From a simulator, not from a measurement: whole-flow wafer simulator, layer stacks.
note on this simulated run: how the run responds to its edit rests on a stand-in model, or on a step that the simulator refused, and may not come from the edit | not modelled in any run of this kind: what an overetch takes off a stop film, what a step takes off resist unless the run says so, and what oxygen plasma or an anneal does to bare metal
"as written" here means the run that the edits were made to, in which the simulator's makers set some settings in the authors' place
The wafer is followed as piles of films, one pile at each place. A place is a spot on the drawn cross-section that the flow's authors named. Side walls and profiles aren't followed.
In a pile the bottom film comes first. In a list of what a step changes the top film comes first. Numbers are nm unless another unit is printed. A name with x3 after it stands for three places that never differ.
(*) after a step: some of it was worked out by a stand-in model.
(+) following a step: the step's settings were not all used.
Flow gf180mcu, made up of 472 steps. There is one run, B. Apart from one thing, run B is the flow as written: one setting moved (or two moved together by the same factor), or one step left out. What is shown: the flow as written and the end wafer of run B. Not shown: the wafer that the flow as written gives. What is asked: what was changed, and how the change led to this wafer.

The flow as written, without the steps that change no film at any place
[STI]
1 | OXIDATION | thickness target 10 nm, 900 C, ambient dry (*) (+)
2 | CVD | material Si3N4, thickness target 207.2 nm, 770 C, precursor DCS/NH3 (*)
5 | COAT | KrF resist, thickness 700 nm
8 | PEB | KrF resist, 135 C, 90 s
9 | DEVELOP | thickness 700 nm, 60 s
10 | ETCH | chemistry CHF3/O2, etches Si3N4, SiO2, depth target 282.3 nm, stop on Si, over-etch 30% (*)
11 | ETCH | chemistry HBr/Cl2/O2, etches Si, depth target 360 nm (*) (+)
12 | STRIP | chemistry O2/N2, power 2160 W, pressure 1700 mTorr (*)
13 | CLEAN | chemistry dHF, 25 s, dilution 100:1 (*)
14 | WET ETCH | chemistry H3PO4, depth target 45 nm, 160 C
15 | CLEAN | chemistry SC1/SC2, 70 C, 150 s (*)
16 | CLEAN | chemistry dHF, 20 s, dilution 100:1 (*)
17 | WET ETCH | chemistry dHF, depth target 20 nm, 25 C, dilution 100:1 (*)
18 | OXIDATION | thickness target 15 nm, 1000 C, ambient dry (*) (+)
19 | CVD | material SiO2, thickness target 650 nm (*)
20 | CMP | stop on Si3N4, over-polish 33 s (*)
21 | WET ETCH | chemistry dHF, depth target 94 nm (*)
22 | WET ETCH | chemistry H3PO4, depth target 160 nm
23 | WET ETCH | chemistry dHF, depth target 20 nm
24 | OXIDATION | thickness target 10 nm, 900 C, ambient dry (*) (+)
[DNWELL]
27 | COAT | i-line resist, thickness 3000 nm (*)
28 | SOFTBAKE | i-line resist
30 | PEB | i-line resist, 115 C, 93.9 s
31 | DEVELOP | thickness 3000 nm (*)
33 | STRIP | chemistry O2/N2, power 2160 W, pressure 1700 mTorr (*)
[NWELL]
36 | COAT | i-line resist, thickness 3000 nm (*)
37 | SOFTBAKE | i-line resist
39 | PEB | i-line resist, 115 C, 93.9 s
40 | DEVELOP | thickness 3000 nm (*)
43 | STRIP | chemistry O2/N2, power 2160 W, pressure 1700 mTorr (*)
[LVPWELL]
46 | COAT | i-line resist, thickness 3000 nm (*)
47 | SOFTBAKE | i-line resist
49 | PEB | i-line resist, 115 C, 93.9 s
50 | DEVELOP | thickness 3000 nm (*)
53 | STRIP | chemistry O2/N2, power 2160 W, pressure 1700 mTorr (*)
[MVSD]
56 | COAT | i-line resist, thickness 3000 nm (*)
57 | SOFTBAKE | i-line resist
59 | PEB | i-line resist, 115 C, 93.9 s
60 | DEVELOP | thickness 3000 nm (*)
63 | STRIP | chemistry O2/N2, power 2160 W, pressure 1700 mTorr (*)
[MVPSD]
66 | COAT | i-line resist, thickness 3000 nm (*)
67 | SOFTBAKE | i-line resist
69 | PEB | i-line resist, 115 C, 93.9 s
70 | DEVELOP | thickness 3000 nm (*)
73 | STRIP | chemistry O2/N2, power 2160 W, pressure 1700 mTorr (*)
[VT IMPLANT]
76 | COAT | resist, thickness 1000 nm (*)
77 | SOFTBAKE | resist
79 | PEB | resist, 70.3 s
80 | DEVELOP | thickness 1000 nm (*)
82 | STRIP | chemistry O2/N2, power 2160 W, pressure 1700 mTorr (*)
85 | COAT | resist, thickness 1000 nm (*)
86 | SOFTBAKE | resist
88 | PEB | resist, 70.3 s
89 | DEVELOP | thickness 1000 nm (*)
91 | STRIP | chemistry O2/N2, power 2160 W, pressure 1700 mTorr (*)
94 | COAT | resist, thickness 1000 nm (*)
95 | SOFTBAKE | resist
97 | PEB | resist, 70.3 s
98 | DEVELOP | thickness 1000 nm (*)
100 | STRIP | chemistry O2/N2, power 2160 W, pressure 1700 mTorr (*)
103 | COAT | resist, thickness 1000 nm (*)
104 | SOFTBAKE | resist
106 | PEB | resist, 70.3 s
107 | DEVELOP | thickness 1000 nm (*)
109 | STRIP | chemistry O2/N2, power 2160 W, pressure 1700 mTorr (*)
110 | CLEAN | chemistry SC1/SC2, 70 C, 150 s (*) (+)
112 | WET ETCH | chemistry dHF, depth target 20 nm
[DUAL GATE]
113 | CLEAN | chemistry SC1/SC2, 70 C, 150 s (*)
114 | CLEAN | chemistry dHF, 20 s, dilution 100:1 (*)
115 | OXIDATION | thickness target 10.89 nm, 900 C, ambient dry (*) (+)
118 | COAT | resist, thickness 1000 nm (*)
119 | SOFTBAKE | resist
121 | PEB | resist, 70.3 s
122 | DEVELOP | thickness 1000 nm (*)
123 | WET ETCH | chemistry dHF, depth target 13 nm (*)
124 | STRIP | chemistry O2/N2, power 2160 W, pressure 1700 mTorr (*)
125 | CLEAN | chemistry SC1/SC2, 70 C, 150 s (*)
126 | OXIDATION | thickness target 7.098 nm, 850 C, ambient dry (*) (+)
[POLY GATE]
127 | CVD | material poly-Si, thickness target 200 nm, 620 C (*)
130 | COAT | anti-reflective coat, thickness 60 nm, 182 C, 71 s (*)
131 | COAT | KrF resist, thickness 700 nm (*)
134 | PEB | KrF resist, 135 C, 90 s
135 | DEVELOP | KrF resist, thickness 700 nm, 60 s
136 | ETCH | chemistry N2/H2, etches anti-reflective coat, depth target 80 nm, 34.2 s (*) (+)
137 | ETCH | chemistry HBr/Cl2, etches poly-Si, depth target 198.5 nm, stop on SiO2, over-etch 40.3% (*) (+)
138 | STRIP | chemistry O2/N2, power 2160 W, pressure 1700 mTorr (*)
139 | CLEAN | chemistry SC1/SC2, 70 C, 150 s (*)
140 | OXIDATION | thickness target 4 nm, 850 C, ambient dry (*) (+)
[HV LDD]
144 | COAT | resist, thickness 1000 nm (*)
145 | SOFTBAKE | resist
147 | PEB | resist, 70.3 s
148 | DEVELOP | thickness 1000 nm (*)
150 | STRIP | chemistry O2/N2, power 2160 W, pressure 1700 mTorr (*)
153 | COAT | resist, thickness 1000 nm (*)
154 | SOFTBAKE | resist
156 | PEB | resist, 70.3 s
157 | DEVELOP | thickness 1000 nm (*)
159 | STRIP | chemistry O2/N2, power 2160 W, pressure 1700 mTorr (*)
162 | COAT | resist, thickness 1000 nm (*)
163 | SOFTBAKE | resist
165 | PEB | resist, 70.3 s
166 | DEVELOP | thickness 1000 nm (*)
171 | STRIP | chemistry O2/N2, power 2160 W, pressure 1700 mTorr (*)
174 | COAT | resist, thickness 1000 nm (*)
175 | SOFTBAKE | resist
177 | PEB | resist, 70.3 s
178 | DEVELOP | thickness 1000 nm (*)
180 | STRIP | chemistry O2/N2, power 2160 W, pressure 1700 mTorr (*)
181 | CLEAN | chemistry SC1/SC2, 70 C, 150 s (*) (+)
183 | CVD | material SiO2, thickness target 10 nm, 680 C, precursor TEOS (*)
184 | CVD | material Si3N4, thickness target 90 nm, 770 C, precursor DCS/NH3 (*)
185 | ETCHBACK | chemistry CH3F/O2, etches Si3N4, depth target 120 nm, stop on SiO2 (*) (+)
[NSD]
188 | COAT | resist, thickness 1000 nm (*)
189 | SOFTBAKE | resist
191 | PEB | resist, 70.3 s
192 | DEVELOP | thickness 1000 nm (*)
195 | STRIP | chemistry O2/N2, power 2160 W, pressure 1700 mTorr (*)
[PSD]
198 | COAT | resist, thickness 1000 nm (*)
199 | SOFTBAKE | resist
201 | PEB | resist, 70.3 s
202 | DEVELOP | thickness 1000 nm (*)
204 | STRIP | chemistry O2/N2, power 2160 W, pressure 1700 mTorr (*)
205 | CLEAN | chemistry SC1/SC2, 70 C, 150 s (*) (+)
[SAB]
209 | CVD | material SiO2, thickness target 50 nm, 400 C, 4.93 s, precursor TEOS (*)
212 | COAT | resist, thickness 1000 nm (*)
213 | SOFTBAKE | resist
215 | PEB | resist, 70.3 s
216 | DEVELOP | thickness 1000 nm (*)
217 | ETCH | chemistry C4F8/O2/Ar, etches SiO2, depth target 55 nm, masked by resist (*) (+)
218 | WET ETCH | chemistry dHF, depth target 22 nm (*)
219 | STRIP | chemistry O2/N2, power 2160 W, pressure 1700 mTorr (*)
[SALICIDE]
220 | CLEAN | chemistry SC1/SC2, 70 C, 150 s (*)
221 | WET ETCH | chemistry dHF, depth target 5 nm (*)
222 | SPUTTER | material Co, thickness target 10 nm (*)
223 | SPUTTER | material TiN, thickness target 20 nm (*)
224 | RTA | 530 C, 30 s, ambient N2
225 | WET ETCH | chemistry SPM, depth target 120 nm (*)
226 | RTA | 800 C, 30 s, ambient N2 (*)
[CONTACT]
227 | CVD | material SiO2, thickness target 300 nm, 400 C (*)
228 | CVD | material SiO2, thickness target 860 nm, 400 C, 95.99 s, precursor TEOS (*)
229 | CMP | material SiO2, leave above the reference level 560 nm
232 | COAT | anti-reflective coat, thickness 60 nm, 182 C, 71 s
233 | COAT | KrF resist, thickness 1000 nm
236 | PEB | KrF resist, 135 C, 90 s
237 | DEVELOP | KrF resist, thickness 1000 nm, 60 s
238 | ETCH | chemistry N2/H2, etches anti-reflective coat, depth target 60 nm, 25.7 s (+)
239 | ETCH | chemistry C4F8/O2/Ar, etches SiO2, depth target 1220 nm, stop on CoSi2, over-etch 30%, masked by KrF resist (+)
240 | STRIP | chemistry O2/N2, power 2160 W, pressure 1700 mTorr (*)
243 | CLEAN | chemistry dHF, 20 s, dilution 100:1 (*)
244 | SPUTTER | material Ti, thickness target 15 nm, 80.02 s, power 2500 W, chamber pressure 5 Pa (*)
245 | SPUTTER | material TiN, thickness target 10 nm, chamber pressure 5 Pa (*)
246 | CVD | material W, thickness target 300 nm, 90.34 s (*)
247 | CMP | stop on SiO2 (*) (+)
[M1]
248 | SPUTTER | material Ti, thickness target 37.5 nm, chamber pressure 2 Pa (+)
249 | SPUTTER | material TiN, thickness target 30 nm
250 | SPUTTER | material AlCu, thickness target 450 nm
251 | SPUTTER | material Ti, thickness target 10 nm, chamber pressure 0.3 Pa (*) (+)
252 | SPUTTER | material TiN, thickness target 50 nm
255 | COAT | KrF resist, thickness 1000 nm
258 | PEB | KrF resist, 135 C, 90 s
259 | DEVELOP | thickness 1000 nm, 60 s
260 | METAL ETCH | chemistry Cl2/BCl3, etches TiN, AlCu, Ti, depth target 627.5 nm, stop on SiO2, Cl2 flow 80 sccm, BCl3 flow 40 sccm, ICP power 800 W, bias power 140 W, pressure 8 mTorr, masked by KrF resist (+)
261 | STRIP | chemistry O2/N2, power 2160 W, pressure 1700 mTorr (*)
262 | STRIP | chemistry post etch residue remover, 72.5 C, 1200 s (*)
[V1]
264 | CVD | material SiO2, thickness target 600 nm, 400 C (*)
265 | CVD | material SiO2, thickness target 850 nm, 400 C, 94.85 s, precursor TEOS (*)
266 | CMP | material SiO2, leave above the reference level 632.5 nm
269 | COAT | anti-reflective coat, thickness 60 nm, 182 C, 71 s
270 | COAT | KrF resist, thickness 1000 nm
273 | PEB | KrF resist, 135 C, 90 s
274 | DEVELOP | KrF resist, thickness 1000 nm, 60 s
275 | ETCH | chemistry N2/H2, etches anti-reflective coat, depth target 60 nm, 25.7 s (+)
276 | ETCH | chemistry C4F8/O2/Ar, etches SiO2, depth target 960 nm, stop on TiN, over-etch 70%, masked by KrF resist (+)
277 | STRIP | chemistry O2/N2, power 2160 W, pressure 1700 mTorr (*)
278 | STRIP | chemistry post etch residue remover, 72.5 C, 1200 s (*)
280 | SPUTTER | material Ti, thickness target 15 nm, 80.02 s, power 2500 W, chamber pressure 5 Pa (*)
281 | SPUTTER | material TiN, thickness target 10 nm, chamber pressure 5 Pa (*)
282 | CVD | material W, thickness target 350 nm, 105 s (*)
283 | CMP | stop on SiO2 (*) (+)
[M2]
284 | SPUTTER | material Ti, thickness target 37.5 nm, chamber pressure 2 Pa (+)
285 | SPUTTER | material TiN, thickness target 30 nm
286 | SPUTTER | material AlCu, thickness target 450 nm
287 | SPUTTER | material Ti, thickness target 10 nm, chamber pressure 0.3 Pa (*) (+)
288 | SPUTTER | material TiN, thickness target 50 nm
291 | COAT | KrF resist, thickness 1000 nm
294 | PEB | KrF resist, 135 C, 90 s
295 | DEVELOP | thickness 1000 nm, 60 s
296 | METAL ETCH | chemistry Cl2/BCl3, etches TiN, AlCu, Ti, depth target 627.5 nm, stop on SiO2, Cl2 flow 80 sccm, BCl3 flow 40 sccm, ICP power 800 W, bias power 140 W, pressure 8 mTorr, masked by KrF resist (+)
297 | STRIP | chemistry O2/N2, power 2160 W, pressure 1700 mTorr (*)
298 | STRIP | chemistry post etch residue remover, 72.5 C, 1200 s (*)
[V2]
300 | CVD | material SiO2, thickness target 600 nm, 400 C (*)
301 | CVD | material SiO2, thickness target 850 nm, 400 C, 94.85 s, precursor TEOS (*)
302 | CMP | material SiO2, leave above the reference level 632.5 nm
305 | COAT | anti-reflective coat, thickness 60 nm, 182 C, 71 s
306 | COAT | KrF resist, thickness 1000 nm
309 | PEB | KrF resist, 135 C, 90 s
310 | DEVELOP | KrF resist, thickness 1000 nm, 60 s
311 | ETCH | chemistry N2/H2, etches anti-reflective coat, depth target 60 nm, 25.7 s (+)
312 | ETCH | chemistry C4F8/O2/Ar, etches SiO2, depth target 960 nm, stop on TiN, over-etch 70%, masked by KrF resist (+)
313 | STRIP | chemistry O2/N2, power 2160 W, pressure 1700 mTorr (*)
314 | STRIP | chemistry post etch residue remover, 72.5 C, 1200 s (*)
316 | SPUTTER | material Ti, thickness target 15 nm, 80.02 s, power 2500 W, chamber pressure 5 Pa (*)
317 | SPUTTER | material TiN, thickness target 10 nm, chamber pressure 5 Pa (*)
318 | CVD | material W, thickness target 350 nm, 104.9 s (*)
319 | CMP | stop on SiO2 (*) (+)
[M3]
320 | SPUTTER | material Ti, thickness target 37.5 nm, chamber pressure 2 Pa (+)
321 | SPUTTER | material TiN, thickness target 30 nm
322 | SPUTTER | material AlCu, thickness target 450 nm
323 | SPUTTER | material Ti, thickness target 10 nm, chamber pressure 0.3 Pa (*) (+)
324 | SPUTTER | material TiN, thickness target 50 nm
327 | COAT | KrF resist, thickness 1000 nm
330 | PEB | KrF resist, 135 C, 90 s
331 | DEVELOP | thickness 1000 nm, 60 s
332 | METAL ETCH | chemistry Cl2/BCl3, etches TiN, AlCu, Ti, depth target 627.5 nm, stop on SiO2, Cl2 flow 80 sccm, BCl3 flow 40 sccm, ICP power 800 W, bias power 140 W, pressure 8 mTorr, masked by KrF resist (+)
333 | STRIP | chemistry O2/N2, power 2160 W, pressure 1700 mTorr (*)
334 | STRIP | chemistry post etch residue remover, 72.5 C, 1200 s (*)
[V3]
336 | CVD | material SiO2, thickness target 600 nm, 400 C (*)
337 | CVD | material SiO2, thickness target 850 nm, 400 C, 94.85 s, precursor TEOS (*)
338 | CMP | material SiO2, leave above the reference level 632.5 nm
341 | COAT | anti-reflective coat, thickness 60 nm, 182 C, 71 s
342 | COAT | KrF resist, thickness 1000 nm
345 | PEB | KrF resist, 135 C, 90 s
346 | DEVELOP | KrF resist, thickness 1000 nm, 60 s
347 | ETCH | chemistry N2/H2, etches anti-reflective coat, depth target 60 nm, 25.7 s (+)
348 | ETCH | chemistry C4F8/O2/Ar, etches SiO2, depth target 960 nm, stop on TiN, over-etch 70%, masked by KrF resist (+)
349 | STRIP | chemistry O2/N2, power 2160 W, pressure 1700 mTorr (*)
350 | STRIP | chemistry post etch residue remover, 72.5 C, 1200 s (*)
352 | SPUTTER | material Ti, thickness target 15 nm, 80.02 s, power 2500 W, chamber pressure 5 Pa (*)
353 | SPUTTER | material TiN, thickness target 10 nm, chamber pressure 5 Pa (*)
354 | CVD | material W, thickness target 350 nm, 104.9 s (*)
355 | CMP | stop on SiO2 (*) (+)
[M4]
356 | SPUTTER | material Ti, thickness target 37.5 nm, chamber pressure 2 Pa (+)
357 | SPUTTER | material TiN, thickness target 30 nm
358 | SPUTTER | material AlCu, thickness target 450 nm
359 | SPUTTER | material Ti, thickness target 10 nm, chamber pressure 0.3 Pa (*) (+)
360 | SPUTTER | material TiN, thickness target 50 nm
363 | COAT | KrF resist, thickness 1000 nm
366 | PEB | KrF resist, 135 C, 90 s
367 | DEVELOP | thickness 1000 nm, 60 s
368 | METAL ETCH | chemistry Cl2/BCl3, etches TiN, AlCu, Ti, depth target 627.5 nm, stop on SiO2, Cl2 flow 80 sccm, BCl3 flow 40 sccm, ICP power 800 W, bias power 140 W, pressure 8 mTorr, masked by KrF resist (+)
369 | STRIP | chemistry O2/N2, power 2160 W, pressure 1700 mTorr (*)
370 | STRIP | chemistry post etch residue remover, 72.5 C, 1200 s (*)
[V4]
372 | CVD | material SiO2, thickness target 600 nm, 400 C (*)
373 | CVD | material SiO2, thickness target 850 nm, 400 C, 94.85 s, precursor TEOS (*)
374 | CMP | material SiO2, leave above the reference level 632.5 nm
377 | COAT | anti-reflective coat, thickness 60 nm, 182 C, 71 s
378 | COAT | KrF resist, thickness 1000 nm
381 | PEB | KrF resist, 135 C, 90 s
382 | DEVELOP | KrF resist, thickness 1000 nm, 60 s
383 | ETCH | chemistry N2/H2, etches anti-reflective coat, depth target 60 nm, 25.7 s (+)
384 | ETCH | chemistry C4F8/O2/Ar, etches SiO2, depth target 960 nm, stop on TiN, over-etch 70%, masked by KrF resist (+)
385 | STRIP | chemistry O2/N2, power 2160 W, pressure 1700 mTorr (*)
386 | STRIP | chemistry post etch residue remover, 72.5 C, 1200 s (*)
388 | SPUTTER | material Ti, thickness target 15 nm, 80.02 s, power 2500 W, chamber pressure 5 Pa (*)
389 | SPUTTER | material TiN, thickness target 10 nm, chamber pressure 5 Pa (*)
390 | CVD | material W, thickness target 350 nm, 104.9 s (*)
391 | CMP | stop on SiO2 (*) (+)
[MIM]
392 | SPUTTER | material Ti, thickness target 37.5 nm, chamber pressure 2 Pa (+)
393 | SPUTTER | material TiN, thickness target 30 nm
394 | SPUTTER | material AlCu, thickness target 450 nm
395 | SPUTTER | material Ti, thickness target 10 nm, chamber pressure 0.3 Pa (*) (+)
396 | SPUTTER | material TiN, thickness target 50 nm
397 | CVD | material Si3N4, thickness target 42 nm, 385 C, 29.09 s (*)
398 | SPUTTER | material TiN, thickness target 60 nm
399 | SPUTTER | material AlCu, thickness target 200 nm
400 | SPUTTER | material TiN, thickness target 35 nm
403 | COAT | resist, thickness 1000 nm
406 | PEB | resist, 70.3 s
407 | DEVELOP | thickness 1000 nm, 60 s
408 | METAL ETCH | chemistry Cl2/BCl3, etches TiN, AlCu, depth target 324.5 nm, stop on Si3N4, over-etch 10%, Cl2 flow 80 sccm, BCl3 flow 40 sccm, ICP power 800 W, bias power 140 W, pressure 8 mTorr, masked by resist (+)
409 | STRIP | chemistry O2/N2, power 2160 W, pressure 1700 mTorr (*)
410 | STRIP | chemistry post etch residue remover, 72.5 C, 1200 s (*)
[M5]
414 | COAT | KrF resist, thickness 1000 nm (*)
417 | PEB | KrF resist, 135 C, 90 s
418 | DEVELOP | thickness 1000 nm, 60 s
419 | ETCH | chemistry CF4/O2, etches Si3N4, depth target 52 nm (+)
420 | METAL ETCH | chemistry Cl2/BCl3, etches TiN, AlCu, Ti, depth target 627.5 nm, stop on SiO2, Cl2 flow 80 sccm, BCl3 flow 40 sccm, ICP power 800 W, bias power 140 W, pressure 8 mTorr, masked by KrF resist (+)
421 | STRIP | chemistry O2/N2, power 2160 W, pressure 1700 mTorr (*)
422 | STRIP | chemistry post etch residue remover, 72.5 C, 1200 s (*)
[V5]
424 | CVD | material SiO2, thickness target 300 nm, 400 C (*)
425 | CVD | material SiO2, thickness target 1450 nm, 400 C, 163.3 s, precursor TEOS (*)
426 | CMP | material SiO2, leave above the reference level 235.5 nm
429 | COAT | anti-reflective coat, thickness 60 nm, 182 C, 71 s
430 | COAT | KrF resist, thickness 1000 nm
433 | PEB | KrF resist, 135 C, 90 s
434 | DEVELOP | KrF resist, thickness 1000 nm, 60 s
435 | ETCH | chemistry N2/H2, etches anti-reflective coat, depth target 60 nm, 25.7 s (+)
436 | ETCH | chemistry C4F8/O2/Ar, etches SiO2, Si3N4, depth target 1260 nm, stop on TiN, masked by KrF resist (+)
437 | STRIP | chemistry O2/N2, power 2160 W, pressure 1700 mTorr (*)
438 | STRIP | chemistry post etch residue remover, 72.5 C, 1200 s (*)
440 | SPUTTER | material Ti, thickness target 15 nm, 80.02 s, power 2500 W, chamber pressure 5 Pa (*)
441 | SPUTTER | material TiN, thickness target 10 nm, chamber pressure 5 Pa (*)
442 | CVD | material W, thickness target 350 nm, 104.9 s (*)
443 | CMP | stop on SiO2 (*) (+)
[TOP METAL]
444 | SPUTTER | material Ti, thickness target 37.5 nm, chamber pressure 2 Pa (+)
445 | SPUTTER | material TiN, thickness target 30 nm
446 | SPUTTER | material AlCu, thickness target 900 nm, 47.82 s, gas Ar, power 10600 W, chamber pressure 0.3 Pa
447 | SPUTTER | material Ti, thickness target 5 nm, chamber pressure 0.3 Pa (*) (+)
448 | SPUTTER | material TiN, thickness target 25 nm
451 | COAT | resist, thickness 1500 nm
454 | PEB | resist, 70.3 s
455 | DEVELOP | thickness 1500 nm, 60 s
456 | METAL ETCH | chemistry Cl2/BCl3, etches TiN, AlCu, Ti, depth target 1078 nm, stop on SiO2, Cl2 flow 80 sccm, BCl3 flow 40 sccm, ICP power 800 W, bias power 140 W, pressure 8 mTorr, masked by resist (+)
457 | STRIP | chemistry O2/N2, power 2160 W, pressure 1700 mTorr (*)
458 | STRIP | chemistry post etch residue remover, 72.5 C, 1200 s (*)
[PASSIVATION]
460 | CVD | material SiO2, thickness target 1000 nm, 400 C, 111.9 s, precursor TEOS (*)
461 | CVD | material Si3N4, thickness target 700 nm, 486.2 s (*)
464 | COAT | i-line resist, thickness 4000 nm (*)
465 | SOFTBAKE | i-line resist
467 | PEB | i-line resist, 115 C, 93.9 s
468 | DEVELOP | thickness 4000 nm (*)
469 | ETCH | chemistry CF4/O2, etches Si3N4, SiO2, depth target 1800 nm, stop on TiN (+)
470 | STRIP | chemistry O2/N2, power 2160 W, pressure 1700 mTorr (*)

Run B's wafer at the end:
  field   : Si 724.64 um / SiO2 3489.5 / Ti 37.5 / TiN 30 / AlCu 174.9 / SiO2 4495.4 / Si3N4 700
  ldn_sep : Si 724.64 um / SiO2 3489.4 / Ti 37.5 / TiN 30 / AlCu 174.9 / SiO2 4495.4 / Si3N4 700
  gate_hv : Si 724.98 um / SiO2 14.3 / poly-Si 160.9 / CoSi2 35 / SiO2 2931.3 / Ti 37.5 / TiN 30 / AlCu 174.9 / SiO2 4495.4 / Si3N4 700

What caused this: step 332, METAL ETCH: depth target 329.4 nm was run, though the flow has depth target 627.5 nm.

How this came from the change, step by step:
  332 | METAL ETCH | chemistry Cl2/BCl3, etches TiN, AlCu, Ti, depth target 627.5 nm, stop on SiO2, Cl2 flow 80 sccm, BCl3 flow 40 sccm, ICP power 800 W, bias power 140 W, pressure 8 mTorr, masked by KrF resist (+)
      field, field__w1, field__w2 and 103 more: TiN loses 50 (all of it), Ti loses 10 (all of it), AlCu loses 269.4 (as written it would have been: TiN loses 50 (all of it), Ti loses 10 (all of it), AlCu loses 450 (all of it), TiN loses 30 (all of it), Ti loses 37.5 (all of it))
      field__w8, contact, m1, m1__w1, m1_nw: KrF resist loses 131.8 (as written it would have been: KrF resist loses 251)
  333 | STRIP | chemistry O2/N2, power 2160 W, pressure 1700 mTorr (*)
      field__w8, contact, m1, m1__w1, m1_nw: KrF resist loses 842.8 (all of it) (as written it would have been: KrF resist loses 723.5 (all of it))
  334 | STRIP | chemistry post etch residue remover, 72.5 C, 1200 s (*)
      field, field__w1, field__w2 and 103 more: AlCu loses 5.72 (as written it would have been: nothing)
  336 | CVD | material SiO2, thickness target 600 nm, 400 C (*)
      field, field__w1, field__w2 and 103 more: SiO2 gains 600 (new film) (as written it would have been: SiO2 gains 600)
  338 | CMP | material SiO2, leave above the reference level 632.5 nm
      field, field__w1, field__w2 and 103 more: SiO2 loses 542.4 (as written it would have been: SiO2 loses 300)
With metal films that touch counted as one body, field has 1 body; the flow as written gives 0 bodies.
With metal films that touch counted as one body, ldn_sep has 1 body; the flow as written gives 0 bodies.
With metal films that touch counted as one body, gate_hv has 2 bodies (between them, from the top down: SiO2 2931.3); the flow as written gives 1 body.
